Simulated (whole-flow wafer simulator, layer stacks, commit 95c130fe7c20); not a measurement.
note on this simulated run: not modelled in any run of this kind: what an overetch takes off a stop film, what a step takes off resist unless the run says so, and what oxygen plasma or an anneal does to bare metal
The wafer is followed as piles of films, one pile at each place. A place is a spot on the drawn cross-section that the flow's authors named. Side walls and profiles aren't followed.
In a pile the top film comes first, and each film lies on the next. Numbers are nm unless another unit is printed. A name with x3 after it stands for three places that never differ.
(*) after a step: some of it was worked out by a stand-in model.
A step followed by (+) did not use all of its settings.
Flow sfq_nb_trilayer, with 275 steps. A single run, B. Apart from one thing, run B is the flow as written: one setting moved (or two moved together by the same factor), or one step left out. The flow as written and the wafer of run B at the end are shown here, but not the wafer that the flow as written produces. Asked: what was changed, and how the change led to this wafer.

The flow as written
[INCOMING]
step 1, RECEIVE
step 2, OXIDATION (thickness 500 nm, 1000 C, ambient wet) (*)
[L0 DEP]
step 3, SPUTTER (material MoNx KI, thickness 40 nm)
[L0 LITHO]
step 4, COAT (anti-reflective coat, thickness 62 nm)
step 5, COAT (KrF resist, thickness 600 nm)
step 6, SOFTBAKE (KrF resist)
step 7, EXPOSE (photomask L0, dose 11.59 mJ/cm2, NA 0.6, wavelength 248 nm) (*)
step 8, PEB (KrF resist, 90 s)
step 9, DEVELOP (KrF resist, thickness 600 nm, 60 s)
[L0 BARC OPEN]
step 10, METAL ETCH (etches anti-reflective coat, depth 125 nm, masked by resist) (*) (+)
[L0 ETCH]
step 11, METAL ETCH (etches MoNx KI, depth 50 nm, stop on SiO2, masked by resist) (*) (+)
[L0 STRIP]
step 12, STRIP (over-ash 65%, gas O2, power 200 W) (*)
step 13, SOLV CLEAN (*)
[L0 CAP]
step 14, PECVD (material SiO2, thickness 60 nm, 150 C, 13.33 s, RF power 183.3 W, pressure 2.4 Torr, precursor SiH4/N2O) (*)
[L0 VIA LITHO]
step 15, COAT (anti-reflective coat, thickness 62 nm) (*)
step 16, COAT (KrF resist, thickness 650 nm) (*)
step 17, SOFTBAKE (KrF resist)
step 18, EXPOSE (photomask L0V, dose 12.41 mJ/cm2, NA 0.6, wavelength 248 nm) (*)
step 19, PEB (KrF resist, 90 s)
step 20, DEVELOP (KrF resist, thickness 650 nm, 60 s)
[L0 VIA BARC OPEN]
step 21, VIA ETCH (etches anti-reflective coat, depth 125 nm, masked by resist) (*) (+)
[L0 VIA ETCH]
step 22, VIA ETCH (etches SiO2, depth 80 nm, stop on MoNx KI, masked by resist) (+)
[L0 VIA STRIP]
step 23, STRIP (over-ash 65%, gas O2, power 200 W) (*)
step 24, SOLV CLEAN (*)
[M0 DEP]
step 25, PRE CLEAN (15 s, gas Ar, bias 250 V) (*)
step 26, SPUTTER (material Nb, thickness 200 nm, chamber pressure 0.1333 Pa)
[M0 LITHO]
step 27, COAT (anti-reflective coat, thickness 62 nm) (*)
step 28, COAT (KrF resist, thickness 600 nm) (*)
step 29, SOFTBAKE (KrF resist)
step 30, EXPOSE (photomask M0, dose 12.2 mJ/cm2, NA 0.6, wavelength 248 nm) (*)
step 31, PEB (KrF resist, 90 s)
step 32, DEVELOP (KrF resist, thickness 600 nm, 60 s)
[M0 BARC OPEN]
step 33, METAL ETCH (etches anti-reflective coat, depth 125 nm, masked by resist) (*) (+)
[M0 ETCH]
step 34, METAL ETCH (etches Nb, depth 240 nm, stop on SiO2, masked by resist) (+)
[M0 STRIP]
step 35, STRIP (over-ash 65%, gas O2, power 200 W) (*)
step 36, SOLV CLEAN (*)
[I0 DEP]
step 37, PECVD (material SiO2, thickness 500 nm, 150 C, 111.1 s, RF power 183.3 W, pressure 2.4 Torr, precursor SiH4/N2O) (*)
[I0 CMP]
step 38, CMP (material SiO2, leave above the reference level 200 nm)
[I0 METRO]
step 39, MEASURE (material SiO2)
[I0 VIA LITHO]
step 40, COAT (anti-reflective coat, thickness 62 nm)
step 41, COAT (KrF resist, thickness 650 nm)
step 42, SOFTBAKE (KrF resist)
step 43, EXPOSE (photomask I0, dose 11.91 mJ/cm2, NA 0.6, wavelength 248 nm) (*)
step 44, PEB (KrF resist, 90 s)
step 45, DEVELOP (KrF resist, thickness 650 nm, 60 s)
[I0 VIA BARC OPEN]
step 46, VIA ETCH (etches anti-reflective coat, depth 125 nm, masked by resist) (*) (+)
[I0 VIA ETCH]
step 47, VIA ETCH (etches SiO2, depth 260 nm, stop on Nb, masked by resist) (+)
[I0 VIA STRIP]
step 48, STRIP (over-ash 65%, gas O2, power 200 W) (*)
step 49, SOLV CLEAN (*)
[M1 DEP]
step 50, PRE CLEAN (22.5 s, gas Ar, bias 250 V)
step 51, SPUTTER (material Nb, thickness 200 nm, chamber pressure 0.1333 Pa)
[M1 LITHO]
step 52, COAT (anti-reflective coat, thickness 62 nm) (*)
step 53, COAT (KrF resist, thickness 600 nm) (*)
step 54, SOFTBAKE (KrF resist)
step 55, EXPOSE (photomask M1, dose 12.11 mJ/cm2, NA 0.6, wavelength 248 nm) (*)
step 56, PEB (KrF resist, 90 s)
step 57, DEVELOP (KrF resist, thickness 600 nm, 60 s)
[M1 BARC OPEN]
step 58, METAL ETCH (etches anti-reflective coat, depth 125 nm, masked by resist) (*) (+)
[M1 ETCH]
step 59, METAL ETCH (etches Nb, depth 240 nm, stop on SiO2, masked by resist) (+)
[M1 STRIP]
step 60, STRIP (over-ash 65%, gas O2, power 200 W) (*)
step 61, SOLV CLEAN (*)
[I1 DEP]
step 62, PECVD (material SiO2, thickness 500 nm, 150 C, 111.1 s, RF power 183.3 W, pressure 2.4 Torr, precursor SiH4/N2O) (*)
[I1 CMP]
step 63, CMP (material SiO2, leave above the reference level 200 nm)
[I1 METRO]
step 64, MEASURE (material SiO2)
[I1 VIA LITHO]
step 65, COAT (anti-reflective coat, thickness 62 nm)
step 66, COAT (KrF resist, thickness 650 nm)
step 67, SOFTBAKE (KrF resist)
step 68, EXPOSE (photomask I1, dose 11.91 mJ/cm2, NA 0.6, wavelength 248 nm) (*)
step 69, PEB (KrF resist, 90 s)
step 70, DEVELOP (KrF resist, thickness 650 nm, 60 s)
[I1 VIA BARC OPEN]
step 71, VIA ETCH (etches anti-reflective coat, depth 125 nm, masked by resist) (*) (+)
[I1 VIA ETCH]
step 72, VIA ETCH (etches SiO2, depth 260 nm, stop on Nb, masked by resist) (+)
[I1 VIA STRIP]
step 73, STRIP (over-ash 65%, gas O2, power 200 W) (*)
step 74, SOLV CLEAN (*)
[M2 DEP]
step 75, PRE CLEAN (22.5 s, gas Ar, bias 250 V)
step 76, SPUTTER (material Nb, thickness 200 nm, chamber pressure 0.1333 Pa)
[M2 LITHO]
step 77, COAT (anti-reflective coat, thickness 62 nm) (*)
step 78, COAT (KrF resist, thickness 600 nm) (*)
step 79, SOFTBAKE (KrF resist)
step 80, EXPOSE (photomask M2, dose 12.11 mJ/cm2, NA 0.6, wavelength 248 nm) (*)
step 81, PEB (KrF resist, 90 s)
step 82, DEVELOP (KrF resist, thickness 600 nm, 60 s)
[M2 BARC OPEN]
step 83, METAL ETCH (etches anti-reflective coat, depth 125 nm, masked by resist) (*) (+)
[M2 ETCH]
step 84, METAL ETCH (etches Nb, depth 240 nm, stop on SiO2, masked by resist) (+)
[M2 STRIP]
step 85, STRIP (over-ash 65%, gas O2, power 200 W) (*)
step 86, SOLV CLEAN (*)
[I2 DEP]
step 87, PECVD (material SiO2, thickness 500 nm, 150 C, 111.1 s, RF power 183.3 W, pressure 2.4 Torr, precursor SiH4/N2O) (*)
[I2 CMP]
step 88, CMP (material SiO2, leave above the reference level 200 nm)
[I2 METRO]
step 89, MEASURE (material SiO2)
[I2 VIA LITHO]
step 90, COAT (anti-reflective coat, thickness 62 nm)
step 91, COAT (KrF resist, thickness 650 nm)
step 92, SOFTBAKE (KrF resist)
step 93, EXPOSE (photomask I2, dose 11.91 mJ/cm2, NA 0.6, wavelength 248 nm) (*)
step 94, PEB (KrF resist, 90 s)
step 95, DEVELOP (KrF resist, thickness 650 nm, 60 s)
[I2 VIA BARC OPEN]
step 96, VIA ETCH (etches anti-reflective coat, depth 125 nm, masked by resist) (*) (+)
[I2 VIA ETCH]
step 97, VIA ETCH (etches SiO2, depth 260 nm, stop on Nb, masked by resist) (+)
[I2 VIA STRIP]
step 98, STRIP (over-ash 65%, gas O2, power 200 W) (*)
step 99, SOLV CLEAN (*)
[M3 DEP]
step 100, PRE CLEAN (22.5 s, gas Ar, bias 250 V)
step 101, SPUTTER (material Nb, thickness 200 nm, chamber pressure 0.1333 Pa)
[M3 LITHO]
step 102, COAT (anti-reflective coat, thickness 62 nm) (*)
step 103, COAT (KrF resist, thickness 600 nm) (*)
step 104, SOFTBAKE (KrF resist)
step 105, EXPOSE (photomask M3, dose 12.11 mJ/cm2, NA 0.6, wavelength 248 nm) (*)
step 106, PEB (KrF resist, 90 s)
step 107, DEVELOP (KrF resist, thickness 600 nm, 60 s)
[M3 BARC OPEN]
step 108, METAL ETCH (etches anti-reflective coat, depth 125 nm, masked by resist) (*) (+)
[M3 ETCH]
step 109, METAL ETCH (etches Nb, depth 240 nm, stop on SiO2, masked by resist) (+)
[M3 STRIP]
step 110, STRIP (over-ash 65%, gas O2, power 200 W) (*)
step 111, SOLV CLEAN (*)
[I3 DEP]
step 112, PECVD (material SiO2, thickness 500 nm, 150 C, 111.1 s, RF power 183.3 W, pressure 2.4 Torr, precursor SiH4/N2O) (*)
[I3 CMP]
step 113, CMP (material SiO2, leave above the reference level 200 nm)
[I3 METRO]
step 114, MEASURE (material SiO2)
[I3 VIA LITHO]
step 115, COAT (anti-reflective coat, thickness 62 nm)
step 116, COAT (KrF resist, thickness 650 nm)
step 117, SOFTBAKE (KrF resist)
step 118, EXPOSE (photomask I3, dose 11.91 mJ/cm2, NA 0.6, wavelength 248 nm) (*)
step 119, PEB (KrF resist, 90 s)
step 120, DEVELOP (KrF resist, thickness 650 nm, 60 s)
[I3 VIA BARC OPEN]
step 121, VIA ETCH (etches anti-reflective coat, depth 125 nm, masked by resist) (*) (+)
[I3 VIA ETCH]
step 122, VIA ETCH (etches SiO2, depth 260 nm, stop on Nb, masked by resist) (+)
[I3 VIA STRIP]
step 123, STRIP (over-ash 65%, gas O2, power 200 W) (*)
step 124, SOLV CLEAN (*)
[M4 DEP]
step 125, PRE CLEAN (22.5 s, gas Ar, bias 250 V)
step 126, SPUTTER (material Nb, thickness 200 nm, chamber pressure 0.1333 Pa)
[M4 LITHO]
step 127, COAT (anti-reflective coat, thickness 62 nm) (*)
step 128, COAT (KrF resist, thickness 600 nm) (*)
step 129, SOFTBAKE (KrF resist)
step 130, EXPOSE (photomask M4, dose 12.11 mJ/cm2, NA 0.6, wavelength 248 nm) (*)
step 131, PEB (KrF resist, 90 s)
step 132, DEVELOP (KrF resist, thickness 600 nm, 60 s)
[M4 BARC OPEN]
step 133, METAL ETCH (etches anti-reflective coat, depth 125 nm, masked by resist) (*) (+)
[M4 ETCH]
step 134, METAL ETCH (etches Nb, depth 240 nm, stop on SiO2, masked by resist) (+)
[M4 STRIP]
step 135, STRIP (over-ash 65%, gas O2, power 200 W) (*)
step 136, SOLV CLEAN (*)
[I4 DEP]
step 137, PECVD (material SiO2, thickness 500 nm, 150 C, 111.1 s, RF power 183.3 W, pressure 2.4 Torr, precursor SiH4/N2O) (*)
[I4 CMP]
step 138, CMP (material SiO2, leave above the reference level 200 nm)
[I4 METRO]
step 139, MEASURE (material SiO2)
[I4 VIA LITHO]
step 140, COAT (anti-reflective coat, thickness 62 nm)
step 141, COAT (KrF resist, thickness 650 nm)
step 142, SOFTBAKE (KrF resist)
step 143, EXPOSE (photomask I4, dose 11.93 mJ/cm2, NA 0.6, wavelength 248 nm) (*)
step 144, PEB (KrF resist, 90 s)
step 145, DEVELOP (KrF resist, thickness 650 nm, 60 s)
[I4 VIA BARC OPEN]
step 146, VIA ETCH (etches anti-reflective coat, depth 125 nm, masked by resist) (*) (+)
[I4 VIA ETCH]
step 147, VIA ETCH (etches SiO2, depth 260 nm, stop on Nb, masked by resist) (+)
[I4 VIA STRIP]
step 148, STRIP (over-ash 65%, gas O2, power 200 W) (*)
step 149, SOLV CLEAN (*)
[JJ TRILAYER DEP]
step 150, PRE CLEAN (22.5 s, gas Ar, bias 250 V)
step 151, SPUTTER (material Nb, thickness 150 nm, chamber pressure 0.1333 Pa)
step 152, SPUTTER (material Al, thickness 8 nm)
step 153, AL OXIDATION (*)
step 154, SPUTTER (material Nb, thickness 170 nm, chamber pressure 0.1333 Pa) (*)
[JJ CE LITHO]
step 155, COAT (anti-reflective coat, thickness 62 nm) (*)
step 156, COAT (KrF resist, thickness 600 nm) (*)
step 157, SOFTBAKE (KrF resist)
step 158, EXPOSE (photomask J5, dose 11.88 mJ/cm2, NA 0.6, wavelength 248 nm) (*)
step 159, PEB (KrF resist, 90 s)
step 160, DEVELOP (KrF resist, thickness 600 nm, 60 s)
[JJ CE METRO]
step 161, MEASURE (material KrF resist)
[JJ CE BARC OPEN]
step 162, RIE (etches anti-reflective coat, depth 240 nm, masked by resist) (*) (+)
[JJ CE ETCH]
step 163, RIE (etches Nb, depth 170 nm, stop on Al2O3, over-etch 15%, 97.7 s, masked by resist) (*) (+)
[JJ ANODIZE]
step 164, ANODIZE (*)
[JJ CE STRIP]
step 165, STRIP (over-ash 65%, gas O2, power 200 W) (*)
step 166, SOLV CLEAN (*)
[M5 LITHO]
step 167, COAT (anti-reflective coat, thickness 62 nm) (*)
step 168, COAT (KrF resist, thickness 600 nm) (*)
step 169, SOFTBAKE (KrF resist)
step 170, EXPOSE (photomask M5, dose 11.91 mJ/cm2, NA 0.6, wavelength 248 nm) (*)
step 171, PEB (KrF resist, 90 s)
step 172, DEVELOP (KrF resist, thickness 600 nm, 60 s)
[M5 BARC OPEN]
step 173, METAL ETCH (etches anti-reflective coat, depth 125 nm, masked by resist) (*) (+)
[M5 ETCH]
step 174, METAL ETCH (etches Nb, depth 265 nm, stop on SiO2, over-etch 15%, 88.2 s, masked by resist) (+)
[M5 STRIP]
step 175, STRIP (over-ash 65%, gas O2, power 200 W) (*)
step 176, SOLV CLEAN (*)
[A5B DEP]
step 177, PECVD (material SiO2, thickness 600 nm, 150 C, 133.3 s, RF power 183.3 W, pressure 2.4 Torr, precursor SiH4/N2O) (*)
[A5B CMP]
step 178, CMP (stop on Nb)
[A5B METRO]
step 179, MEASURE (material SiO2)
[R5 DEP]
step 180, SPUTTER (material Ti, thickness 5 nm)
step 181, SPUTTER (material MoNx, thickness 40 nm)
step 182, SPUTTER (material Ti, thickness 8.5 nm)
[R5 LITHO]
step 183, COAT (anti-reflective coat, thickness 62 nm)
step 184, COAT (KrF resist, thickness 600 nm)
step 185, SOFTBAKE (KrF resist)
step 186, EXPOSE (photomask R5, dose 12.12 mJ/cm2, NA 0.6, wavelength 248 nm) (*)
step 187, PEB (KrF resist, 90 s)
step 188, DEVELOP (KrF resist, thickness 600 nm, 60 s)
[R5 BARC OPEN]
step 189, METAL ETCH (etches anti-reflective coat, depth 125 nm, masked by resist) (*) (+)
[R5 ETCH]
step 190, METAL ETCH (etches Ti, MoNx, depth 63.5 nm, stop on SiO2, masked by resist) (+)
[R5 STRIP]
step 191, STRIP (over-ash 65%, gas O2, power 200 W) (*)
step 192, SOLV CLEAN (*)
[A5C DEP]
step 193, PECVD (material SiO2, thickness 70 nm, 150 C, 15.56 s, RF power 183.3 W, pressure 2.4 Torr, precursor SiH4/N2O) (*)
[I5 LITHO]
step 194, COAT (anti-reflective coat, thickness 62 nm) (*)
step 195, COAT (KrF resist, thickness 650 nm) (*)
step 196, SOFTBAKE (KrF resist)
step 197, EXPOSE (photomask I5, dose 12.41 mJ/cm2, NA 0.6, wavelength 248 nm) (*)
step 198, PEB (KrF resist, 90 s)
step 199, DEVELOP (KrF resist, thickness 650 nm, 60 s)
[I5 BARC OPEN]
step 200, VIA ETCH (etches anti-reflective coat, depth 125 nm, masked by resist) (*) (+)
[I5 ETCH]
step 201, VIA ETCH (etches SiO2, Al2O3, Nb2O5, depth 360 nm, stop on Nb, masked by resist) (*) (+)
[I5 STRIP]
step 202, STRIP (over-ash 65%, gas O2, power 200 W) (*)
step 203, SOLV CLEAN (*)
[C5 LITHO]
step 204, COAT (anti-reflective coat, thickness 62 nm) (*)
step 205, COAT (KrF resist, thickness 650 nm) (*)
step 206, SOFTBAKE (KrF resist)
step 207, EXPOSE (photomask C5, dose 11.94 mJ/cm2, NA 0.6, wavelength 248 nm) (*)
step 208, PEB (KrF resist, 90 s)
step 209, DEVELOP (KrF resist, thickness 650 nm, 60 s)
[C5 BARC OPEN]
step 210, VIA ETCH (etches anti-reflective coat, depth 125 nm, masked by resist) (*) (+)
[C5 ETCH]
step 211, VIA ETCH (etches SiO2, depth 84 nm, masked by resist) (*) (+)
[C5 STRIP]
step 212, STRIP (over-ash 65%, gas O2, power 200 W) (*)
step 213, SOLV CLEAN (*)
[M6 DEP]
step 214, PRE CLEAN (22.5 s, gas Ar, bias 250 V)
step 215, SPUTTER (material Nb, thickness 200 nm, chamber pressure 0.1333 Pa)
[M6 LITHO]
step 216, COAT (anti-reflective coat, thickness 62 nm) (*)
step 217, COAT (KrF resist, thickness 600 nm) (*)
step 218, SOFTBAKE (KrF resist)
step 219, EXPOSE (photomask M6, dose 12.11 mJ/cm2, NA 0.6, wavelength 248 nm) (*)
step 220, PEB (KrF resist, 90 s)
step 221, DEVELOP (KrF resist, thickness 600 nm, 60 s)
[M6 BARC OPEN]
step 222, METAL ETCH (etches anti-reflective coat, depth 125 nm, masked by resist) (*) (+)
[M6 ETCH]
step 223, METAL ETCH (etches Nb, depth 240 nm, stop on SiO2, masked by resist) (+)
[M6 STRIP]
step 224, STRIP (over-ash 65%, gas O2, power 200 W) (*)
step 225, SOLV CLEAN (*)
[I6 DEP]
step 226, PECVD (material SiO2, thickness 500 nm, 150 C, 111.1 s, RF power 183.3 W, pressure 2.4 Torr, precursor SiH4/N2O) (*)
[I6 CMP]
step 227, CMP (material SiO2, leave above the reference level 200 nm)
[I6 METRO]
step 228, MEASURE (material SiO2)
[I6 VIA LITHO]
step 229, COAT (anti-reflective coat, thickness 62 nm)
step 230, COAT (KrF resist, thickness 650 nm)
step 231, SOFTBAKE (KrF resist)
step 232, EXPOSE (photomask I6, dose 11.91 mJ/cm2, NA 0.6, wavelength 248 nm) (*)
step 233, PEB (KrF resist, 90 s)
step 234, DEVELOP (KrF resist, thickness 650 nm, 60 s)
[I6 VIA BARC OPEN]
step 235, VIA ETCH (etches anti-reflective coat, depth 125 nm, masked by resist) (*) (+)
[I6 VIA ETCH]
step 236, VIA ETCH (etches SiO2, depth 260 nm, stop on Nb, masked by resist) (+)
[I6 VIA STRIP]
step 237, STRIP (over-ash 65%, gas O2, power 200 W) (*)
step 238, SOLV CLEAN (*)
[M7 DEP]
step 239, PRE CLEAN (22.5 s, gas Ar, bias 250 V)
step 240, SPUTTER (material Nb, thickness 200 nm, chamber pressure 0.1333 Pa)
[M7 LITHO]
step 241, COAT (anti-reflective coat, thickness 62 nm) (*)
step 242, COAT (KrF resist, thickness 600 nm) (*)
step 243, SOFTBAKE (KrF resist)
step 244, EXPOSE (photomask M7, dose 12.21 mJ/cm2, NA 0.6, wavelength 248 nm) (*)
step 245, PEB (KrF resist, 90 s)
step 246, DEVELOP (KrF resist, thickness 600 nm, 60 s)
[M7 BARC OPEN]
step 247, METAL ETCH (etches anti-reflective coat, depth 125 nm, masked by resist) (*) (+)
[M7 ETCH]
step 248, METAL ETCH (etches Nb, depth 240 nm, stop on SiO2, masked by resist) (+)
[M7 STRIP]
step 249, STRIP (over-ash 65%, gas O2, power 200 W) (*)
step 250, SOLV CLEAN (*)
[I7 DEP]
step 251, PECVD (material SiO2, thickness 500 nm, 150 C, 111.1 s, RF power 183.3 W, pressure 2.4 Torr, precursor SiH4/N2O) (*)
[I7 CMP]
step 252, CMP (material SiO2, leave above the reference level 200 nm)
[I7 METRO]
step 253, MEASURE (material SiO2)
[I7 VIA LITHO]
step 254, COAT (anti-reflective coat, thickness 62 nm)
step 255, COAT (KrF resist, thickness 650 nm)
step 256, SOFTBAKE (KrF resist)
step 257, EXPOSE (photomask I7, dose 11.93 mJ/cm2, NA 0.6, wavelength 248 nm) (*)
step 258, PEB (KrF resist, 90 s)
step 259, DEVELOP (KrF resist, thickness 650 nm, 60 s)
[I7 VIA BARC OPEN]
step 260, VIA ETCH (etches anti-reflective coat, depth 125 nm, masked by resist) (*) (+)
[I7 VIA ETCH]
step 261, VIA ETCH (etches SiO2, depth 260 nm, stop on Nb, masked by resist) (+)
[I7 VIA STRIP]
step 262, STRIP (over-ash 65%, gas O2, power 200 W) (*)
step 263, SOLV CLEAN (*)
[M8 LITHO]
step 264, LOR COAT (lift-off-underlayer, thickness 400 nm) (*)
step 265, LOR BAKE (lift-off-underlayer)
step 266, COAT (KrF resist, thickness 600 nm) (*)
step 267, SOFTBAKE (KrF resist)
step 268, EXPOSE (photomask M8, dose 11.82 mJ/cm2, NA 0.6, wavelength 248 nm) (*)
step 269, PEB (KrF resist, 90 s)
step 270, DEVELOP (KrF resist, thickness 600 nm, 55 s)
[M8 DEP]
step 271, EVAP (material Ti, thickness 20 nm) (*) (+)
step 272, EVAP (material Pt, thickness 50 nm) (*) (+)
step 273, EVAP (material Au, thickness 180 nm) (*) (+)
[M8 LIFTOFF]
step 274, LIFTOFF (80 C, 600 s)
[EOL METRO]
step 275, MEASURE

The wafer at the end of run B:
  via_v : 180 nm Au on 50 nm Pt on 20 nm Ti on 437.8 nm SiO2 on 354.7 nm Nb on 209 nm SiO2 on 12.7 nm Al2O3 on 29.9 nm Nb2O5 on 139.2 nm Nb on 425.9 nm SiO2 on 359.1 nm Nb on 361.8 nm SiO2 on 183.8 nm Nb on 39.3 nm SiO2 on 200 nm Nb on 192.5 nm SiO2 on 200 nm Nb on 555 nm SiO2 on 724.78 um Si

Cause: step 72, VIA ETCH: depth 153 nm was run, though the flow has depth 260 nm.

The path from the change to this, step by step:
  step 72, VIA ETCH (etches SiO2, depth 260 nm, stop on Nb, masked by resist) (+)
      via_v: SiO2 loses 153 (in the flow as written it would be: SiO2 loses 199.8 (all of it))
      field_l, v_sur, via_wl and 102 more: KrF resist loses 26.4 (in the flow as written it would be: KrF resist loses 44.8)
  step 73, STRIP (over-ash 65%, gas O2, power 200 W) (*)
      field_l, v_sur, via_wl and 102 more: KrF resist loses 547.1 (all of it), anti-reflective coat loses 62 (all of it) (in the flow as written it would be: KrF resist loses 528.6 (all of it), anti-reflective coat loses 62 (all of it))
  step 75, PRE CLEAN (22.5 s, gas Ar, bias 250 V)
      via_v: SiO2 loses 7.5 (in the flow as written it would be: Nb loses 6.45)
  step 76, SPUTTER (material Nb, thickness 200 nm, chamber pressure 0.1333 Pa)
      via_v: Nb gains 183.8 (new film) (in the flow as written it would be: Nb gains 174.5)
  step 77, COAT (anti-reflective coat, thickness 62 nm) (*)
      via_v: anti-reflective coat gains 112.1 (new film) (in the flow as written it would be: anti-reflective coat gains 123.1 (new film))
  step 78, COAT (KrF resist, thickness 600 nm) (*)
      via_v: KrF resist gains 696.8 (new film) (in the flow as written it would be: KrF resist gains 733.7 (new film))
  step 85, STRIP (over-ash 65%, gas O2, power 200 W) (*)
      via_v: KrF resist loses 479 (all of it), anti-reflective coat loses 112.1 (all of it) (in the flow as written it would be: KrF resist loses 515.8 (all of it), anti-reflective coat loses 123.1 (all of it))
  step 87, PECVD (material SiO2, thickness 500 nm, 150 C, 111.1 s, RF power 183.3 W, pressure 2.4 Torr, precursor SiH4/N2O) (*)
      via_v: SiO2 gains 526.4 (new film) (in the flow as written it would be: SiO2 gains 606 (new film))
  step 88, CMP (material SiO2, leave above the reference level 200 nm)
      via_v: SiO2 loses 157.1 (in the flow as written it would be: SiO2 loses 181.6)
If metal films that touch count as one body, via_v has 7 bodies (between them, from the top down: SiO2 437.8; SiO2 209 / Al2O3 12.7 / Nb2O5 29.9; SiO2 425.9; SiO2 361.8; SiO2 39.3; SiO2 192.5); the flow as written gives 6 bodies (between them, from the top down: SiO2 437.8; SiO2 209 / Al2O3 12.7 / Nb2O5 29.9; SiO2 425.9; SiO2 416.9; SiO2 192.5).
